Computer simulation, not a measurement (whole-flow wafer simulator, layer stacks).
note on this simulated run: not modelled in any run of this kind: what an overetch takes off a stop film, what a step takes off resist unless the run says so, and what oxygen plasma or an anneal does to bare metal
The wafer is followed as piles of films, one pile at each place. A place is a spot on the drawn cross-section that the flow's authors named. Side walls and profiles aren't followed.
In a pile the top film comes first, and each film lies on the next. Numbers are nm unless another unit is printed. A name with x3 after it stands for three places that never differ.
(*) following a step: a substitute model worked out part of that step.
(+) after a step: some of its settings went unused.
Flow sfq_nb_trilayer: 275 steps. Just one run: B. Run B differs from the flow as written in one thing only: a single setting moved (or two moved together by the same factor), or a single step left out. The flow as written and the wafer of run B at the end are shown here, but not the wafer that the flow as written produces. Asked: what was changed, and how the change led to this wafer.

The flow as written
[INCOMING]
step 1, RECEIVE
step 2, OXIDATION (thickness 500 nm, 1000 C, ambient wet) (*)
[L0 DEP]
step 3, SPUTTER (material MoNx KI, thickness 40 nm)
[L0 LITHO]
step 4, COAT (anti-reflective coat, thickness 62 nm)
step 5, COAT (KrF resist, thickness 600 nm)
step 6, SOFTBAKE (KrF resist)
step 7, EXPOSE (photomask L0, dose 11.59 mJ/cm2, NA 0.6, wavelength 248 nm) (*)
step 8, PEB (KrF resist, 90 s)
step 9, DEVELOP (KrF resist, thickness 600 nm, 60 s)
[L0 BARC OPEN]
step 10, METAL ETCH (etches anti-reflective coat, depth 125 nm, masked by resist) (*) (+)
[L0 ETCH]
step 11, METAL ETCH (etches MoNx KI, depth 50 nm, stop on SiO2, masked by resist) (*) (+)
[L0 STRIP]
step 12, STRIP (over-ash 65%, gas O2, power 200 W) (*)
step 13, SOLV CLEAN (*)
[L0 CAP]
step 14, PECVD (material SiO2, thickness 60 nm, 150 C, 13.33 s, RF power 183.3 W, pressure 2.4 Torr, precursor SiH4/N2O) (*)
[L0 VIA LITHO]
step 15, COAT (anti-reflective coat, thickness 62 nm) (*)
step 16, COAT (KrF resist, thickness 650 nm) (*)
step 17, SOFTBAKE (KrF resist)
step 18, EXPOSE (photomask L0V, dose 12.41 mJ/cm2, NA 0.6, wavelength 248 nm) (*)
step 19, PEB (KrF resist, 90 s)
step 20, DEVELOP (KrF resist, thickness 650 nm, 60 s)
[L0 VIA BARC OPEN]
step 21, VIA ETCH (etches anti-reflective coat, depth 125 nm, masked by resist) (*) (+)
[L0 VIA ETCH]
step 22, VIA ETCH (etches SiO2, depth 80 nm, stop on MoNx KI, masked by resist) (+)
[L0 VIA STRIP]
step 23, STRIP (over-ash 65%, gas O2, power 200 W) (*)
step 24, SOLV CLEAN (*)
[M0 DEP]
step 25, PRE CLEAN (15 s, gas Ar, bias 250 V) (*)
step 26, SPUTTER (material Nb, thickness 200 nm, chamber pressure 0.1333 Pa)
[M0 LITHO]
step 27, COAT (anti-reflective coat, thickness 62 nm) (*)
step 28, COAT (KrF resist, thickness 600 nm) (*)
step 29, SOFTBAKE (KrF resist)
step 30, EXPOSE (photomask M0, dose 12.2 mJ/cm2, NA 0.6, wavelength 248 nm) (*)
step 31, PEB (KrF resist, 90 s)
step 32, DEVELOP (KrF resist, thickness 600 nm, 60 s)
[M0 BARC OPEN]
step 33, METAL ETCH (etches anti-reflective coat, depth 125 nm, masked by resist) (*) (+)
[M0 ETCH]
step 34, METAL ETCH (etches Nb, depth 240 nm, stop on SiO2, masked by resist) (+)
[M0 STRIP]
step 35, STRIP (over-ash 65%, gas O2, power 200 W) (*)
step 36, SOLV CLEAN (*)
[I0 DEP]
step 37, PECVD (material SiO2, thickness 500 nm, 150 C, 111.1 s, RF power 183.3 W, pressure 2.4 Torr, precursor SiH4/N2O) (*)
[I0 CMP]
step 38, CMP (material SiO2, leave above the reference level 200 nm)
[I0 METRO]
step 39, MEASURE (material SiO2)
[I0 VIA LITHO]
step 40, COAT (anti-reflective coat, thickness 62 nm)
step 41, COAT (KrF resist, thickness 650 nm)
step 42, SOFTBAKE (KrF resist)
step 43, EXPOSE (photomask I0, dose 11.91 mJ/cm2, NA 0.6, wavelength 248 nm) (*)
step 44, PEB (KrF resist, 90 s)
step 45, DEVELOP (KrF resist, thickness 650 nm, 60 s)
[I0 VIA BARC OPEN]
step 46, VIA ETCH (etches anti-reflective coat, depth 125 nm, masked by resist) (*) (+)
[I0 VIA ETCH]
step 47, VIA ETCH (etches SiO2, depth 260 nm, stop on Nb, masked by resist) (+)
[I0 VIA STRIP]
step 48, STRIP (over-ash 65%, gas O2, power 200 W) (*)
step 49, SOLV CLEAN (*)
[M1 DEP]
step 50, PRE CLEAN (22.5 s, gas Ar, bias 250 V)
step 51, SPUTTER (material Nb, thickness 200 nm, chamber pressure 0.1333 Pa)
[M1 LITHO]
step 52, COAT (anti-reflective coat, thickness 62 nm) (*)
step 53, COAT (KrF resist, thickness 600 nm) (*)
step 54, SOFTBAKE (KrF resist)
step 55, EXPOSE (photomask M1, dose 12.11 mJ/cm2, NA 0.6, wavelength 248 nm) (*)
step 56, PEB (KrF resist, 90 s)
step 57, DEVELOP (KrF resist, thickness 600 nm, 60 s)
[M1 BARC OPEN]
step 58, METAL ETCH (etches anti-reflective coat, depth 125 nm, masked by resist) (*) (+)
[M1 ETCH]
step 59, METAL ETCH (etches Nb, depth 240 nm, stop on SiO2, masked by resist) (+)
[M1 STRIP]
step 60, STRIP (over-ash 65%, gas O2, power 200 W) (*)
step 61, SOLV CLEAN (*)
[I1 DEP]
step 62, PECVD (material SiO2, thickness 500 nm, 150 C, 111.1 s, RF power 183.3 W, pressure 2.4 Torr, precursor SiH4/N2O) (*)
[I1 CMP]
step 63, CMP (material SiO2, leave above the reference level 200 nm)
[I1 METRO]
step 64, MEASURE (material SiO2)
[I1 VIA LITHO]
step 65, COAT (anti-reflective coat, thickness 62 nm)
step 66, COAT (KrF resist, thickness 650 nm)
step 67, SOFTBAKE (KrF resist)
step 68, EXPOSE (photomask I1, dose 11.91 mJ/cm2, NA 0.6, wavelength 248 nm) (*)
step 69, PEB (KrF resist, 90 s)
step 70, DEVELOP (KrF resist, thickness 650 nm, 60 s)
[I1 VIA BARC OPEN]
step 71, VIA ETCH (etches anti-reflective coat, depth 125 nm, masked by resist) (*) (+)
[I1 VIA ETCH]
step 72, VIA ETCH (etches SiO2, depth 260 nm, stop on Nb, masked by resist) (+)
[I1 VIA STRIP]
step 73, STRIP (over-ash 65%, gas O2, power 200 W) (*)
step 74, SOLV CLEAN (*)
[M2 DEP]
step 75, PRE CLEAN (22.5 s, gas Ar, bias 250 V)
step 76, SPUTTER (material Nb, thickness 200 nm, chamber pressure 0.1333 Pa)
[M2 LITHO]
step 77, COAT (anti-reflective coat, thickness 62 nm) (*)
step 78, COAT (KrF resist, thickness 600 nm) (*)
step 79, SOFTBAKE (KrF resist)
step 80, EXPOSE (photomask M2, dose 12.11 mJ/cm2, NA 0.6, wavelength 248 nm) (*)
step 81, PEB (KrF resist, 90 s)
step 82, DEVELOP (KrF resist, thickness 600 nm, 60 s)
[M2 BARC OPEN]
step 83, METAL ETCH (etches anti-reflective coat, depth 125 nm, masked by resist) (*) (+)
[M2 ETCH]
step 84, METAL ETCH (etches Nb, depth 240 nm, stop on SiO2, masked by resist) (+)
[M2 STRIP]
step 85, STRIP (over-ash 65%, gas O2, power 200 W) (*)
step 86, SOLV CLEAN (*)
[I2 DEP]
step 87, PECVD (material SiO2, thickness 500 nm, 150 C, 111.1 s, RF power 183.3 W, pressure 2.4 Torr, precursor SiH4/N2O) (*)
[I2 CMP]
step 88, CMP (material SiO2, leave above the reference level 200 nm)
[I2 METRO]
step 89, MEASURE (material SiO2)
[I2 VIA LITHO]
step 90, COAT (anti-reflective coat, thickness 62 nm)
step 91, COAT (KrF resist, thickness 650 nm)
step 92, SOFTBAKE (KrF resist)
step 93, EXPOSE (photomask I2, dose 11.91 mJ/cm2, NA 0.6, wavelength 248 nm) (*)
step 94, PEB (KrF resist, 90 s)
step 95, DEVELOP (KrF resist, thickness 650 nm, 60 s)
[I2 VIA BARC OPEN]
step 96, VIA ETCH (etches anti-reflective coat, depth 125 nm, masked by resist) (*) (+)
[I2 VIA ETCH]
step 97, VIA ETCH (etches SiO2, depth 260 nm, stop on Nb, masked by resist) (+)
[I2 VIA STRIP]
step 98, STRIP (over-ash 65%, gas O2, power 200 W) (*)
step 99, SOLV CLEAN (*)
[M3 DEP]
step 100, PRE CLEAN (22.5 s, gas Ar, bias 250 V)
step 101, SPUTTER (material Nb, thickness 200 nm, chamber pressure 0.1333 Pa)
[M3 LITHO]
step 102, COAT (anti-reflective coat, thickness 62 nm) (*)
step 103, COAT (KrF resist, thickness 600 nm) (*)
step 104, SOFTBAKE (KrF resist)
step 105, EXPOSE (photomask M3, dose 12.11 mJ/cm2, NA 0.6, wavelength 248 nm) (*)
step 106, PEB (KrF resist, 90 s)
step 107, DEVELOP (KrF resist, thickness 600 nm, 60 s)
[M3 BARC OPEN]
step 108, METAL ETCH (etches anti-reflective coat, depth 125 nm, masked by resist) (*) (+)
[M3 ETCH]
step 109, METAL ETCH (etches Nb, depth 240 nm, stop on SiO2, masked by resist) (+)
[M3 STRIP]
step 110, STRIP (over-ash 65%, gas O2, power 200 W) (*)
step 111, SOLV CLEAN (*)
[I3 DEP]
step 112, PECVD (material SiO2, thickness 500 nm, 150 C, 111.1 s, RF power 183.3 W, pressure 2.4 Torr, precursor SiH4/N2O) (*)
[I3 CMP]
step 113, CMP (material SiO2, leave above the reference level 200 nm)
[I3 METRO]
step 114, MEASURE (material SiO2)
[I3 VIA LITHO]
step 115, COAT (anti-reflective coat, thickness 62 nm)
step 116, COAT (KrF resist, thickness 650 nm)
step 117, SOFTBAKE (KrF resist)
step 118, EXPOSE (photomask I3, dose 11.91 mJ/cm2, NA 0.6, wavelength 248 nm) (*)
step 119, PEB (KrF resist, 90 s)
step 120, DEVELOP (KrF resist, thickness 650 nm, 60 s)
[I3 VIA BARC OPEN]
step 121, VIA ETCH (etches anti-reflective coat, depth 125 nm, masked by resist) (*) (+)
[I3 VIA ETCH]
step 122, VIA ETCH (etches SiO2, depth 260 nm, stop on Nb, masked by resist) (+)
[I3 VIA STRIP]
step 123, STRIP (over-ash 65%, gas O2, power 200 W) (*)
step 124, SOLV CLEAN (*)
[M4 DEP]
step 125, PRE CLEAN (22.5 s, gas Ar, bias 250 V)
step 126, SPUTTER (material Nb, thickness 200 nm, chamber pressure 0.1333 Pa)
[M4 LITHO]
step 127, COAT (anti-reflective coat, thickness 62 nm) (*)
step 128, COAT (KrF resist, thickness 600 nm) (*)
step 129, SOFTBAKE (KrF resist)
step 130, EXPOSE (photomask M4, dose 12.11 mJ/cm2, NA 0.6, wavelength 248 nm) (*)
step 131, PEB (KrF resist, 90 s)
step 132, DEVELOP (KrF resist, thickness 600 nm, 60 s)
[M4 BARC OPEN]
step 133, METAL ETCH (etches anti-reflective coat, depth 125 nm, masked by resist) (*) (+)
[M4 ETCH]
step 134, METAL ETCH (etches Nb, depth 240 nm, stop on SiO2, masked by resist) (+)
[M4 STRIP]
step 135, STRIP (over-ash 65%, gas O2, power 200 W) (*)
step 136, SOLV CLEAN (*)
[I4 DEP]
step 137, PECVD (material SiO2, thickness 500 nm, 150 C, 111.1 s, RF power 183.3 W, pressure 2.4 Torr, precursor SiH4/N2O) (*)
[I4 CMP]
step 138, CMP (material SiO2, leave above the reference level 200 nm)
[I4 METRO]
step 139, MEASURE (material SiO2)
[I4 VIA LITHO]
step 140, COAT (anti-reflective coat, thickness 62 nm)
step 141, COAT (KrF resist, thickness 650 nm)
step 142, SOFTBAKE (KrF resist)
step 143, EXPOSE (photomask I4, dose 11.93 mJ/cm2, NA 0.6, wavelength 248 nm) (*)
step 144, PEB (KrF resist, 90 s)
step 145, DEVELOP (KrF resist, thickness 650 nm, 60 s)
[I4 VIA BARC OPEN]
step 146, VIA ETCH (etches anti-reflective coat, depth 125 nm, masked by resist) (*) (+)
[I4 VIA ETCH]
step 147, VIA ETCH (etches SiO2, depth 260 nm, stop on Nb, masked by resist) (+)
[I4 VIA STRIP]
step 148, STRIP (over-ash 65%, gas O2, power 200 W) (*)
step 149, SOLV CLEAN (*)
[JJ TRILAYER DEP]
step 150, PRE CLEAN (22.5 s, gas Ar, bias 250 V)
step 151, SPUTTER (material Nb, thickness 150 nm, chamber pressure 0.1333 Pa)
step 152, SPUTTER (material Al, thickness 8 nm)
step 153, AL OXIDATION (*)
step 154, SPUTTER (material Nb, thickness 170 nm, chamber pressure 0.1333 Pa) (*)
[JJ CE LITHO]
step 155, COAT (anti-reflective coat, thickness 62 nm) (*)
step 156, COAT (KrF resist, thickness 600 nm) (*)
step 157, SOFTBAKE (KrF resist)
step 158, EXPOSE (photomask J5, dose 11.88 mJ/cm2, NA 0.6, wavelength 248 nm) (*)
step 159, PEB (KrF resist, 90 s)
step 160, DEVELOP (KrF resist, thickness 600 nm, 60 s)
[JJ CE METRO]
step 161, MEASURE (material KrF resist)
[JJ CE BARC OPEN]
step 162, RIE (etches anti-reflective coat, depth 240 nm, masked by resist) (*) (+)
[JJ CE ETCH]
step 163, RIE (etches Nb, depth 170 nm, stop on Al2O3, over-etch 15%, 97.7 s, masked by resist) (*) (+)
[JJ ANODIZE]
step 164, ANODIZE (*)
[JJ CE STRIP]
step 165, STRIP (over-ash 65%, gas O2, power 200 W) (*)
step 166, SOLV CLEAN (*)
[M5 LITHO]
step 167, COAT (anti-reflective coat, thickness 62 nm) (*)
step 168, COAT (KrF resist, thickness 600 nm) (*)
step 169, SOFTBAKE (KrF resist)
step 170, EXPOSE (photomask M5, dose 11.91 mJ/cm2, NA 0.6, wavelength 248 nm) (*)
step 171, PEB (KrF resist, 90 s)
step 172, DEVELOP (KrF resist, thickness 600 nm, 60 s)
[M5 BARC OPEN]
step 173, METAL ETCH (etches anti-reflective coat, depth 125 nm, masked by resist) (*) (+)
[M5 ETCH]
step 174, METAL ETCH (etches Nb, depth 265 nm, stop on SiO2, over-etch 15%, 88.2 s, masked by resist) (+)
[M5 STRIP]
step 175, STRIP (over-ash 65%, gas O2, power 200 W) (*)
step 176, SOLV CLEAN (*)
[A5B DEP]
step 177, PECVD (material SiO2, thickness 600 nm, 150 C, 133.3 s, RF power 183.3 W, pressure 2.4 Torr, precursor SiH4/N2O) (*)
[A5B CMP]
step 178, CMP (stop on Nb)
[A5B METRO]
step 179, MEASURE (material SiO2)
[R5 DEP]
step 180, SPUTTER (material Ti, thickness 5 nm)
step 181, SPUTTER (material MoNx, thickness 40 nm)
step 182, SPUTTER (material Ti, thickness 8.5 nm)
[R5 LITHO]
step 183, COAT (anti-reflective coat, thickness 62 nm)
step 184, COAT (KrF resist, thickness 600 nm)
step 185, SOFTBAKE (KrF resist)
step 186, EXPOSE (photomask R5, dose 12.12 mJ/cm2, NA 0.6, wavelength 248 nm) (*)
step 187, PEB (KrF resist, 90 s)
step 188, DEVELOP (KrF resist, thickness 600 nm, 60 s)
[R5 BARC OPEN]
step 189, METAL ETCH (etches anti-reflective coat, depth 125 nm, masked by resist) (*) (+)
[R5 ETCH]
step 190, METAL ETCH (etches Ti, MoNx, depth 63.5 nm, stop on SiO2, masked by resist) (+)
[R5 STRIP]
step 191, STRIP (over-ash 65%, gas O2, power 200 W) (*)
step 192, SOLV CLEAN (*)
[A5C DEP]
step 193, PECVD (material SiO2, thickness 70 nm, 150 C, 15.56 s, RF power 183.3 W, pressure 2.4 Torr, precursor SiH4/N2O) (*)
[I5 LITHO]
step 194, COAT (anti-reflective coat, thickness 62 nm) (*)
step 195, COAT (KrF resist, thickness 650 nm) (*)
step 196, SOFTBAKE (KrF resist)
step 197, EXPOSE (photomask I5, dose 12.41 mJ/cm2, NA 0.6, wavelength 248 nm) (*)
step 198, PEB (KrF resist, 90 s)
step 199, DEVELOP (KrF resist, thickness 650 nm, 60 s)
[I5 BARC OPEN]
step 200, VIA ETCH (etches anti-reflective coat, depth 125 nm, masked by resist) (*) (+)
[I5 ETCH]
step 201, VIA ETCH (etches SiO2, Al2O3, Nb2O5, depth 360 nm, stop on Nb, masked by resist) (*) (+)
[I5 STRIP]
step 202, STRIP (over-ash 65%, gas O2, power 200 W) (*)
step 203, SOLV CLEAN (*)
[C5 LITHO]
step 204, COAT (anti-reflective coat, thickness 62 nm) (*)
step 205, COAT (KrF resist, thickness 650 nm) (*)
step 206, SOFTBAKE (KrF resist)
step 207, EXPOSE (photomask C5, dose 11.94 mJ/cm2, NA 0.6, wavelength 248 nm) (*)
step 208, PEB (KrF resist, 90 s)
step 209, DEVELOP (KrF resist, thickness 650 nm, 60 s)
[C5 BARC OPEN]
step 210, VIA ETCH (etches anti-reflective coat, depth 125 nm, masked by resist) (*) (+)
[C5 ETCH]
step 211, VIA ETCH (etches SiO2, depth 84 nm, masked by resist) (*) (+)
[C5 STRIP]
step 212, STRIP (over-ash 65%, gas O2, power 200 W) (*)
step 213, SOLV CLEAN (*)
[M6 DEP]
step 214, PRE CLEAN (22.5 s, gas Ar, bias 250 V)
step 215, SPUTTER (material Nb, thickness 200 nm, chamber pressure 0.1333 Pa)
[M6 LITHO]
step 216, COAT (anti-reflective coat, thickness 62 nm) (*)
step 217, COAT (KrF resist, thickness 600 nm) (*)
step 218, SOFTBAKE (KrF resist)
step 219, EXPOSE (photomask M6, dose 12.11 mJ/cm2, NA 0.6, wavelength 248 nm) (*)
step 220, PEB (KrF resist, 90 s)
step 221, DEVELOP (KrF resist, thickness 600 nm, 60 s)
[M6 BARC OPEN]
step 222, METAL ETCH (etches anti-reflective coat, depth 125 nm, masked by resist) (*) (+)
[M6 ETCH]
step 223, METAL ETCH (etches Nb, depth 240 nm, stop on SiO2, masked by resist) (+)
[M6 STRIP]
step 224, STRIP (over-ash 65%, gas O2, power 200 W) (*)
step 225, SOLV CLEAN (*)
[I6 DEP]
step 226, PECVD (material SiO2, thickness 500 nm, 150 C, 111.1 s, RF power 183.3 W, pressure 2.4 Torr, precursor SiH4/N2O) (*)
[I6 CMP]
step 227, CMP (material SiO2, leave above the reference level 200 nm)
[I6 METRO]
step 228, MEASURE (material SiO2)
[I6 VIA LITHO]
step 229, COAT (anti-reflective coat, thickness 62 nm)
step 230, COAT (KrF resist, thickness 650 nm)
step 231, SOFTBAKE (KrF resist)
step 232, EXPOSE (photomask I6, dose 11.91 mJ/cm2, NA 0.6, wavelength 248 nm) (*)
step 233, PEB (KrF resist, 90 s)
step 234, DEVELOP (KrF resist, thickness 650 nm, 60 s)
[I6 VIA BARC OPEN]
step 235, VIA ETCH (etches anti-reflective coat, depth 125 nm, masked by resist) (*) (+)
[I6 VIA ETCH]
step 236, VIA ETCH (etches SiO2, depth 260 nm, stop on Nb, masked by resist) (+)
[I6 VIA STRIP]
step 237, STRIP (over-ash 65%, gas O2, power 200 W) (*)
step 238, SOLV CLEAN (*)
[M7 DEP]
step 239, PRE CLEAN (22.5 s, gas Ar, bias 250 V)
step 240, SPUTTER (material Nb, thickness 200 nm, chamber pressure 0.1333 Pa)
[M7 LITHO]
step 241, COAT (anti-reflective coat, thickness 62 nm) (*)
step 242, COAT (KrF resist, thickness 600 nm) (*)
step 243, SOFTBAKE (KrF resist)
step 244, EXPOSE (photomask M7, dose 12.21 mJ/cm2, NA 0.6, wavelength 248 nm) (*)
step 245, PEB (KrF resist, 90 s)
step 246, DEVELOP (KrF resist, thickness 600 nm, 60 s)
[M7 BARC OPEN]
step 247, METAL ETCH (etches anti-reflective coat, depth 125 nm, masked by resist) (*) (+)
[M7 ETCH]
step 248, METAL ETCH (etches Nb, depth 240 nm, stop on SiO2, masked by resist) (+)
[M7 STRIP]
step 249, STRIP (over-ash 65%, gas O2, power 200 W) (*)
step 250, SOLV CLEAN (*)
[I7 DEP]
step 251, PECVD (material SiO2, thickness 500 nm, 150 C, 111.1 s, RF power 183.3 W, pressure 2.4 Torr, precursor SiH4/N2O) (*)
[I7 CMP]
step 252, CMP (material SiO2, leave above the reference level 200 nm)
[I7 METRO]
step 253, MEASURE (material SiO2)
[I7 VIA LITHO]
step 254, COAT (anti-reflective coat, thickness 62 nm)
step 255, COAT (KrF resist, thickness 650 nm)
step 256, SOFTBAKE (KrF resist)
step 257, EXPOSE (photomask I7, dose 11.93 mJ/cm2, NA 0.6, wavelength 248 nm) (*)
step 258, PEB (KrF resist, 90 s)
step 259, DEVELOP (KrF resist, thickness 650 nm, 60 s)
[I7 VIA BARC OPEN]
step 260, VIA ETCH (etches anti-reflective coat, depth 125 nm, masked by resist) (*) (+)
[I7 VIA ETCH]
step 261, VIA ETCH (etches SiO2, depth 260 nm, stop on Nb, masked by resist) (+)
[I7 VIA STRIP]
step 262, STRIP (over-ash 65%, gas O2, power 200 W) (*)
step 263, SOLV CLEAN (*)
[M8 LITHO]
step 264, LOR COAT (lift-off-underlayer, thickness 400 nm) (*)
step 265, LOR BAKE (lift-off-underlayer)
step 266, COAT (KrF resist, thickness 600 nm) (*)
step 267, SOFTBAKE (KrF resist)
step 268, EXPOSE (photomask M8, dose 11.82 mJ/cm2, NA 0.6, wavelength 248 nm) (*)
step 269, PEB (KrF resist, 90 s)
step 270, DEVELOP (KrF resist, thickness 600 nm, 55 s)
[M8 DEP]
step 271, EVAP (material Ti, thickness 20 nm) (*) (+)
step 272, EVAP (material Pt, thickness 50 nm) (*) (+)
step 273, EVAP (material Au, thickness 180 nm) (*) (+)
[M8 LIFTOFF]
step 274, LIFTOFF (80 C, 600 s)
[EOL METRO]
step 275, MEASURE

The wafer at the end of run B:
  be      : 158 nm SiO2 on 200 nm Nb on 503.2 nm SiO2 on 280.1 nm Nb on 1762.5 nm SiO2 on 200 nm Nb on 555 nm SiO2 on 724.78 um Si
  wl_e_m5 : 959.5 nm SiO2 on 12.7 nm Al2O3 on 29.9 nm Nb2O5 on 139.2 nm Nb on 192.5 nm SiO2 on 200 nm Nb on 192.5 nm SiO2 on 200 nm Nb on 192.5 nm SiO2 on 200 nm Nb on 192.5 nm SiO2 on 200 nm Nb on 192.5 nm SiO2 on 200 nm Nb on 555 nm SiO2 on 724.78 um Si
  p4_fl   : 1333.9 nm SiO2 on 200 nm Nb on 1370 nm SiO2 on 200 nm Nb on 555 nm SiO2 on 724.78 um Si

What caused this: step 252, CMP: leave above the reference level 158 nm was run, while the flow as written has leave above the reference level 200 nm.
One can read it off the wafer: be has SiO2 158, and step 252 as written asks for 200 nm.

Step by step, how the change led to this:
  step 252, CMP (material SiO2, leave above the reference level 200 nm)
      field_l, p4_fl, p4_fm and 56 more: -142 SiO2 (it would be, as written: -100 SiO2)
      v_sur, via_wl, via_w and 37 more: -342 SiO2 (it would be, as written: -300 SiO2)
      (as well as at 7 more places)
  step 261, VIA ETCH (etches SiO2, depth 260 nm, stop on Nb, masked by resist) (+)
      field_l, v_sur, via_sp and 100 more: -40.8 KrF resist (it would be, as written: -44.8 KrF resist)
      via_wl, via_w, via_wr: -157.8 SiO2 (all of it) (it would be, as written: -199.8 SiO2 (all of it))
  step 264, LOR COAT (lift-off-underlayer, thickness 400 nm) (*)
      via_wl, via_wr: +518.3 lift-off-underlayer (new film) (it would be, as written: +549.8 lift-off-underlayer (new film))
      via_w: +507.8 lift-off-underlayer (new film) (it would be, as written: +536.4 lift-off-underlayer (new film))
  step 270, DEVELOP (KrF resist, thickness 600 nm, 55 s)
      via_wl: -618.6 KrF resist (all of it), -518.3 lift-off-underlayer (all of it) (it would be, as written: -623.9 KrF resist (all of it), -549.8 lift-off-underlayer (all of it))
      via_w: -627.7 KrF resist (all of it), -507.8 lift-off-underlayer (all of it) (it would be, as written: -635.4 KrF resist (all of it), -536.4 lift-off-underlayer (all of it))
      (as well as at 1 more place)
